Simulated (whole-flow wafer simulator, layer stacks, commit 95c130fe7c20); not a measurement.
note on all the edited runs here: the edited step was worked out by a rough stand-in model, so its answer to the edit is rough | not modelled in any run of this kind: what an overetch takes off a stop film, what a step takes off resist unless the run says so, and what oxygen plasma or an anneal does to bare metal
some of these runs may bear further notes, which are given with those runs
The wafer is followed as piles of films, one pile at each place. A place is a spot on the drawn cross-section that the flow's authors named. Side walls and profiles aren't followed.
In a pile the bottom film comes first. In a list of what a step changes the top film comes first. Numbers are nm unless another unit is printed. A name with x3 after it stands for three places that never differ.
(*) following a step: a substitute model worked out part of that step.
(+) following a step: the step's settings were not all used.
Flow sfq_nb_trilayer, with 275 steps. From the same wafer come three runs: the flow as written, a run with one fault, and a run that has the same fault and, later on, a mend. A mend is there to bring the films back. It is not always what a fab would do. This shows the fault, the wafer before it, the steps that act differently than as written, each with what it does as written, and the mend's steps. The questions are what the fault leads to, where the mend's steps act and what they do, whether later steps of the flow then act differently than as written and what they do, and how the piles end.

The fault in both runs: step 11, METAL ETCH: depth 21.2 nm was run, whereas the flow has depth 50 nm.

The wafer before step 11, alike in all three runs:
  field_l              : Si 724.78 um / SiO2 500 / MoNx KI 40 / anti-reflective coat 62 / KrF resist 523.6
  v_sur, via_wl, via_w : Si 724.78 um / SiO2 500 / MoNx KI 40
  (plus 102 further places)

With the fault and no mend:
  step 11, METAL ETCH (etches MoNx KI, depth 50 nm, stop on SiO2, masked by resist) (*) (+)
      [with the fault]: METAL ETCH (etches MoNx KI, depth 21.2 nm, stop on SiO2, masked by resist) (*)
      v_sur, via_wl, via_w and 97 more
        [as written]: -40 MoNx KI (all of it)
        [with the fault]: -21.2 MoNx KI
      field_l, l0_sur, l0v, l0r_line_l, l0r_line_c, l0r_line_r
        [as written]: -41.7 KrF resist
        [with the fault]: -17.7 KrF resist
  Later steps of the flow acting differently than as written (not shown: 8 more steps that differ only slightly, by at most 2% or 0.5 nm, whichever is larger):
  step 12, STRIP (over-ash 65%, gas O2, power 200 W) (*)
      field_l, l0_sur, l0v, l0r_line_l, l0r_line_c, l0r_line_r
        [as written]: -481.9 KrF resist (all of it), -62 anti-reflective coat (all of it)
        [with the fault]: -505.9 KrF resist (all of it), -62 anti-reflective coat (all of it)
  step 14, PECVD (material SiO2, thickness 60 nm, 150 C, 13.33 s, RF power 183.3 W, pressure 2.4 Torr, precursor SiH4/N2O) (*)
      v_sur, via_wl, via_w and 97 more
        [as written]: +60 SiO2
        [with the fault]: +60 SiO2 (new film)
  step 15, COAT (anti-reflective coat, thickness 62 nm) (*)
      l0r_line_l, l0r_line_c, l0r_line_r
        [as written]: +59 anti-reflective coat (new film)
        [with the fault]: +60.3 anti-reflective coat (new film)
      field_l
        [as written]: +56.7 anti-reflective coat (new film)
        [with the fault]: +59 anti-reflective coat (new film)
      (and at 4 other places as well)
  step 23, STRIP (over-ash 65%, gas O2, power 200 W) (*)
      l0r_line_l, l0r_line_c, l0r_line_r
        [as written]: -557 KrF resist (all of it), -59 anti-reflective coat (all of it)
        [with the fault]: -558.3 KrF resist (all of it), -60.3 anti-reflective coat (all of it)
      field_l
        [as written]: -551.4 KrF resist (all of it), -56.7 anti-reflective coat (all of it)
        [with the fault]: -555.4 KrF resist (all of it), -59 anti-reflective coat (all of it)
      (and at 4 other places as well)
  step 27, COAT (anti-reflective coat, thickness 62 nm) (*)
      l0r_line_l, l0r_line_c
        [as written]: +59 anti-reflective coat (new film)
        [with the fault]: +60.3 anti-reflective coat (new film)
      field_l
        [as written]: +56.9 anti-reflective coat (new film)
        [with the fault]: +59.1 anti-reflective coat (new film)
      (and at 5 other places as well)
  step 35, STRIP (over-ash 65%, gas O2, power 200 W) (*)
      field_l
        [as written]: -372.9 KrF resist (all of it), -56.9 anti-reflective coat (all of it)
        [with the fault]: -377.3 KrF resist (all of it), -59.1 anti-reflective coat (all of it)
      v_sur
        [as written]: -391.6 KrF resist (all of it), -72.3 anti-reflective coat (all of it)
        [with the fault]: -387.1 KrF resist (all of it), -67.4 anti-reflective coat (all of it)
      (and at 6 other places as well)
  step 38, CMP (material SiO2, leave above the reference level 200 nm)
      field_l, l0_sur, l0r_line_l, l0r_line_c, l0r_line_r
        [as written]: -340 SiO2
        [with the fault]: -321.2 SiO2
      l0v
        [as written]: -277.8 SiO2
        [with the fault]: -259 SiO2
  The piles end different from the flow's at v_sur, via_wl, via_w and 97 more by more than 2% or 0.5 nm, whichever is larger.
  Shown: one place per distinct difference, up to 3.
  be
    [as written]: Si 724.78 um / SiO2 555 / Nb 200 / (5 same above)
    [with the fault]: Si 724.78 um / SiO2 500 / MoNx KI 18.8 / SiO2 55 / Nb 200 / (5 same above)
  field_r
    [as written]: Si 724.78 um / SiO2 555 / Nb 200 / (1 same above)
    [with the fault]: Si 724.78 um / SiO2 500 / MoNx KI 18.8 / SiO2 55 / Nb 200 / (1 same above)
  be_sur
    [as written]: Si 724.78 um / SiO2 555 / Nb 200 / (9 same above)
    [with the fault]: Si 724.78 um / SiO2 500 / MoNx KI 18.8 / SiO2 55 / Nb 200 / (9 same above)

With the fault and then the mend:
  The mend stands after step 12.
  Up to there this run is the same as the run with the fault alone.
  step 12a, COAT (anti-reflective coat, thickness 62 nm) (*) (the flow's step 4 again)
      p4_fl x3, p4_w1 x9, p4_g1 x2 and 59 more
        +62 anti-reflective coat (new film)
      be, be_sur, gap and 11 more
        +62.9 anti-reflective coat (new film)
      via_v, wire, lsp_l, ln_m5
        +63 anti-reflective coat (new film)
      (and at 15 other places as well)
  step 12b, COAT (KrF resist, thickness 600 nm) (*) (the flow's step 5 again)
      p4_fl x3, p4_w1 x9, p4_g1 x2 and 59 more
        +600 KrF resist (new film)
      be_sur, gap, jj_sur, r_sur, res, r_end
        +603.6 KrF resist (new film)
      ce_l, c5j, ce_r, sp_r, be_r
        +603.5 KrF resist (new film)
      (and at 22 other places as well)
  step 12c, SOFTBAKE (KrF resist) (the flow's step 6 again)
      leaves every film unchanged at each place that is followed
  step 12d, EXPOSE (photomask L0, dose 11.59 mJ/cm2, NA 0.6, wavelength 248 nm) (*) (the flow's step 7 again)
      leaves every film unchanged at each place that is followed
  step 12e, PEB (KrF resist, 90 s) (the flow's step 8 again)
      l0_sur, p4_fl x3, p4_w1 x9 and 64 more
        -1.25 KrF resist
      v_sur, via_wr, via_sp and 19 more
        -1.26 KrF resist
      via_wl, via_w, ln_m6, lsp_r, l0r_space_c
        -1.27 KrF resist
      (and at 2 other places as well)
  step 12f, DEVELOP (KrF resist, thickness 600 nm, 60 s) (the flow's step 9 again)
      p4_fl x3, p4_w1 x9, p4_g1 x2 and 59 more
        -598.7 KrF resist (all of it)
      gap, jj_sur, ce_l and 6 more
        -602.3 KrF resist (all of it)
      field_l, l0_sur, l0v, l0r_line_l, l0r_line_c, l0r_line_r
        -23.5 KrF resist
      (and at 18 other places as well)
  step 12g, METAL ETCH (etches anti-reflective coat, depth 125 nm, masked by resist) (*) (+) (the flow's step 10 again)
      p4_fl x3, p4_w1 x9, p4_g1 x2 and 59 more
        -62 anti-reflective coat (all of it)
      be, be_sur, gap and 11 more
        -62.9 anti-reflective coat (all of it)
      field_l, l0_sur, l0v, l0r_line_l, l0r_line_c, l0r_line_r
        -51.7 KrF resist
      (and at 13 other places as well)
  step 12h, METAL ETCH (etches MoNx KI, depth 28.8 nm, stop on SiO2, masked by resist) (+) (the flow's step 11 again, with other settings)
      v_sur, via_wl, via_w and 97 more
        -18.8 MoNx KI (all of it)
      field_l, l0_sur, l0v, l0r_line_l, l0r_line_c, l0r_line_r
        -23.5 KrF resist
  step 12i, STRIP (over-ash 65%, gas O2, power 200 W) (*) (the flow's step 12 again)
      l0r_line_l, l0r_line_c, l0r_line_r
        -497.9 KrF resist (all of it), -60.2 anti-reflective coat (all of it)
      field_l
        -495.2 KrF resist (all of it), -58.9 anti-reflective coat (all of it)
      l0_sur
        -496.2 KrF resist (all of it), -57.3 anti-reflective coat (all of it)
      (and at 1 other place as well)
  Later steps of the flow that are run all act as written at every place that is followed.
  At every place that both follow, the piles at the end match the flow's.
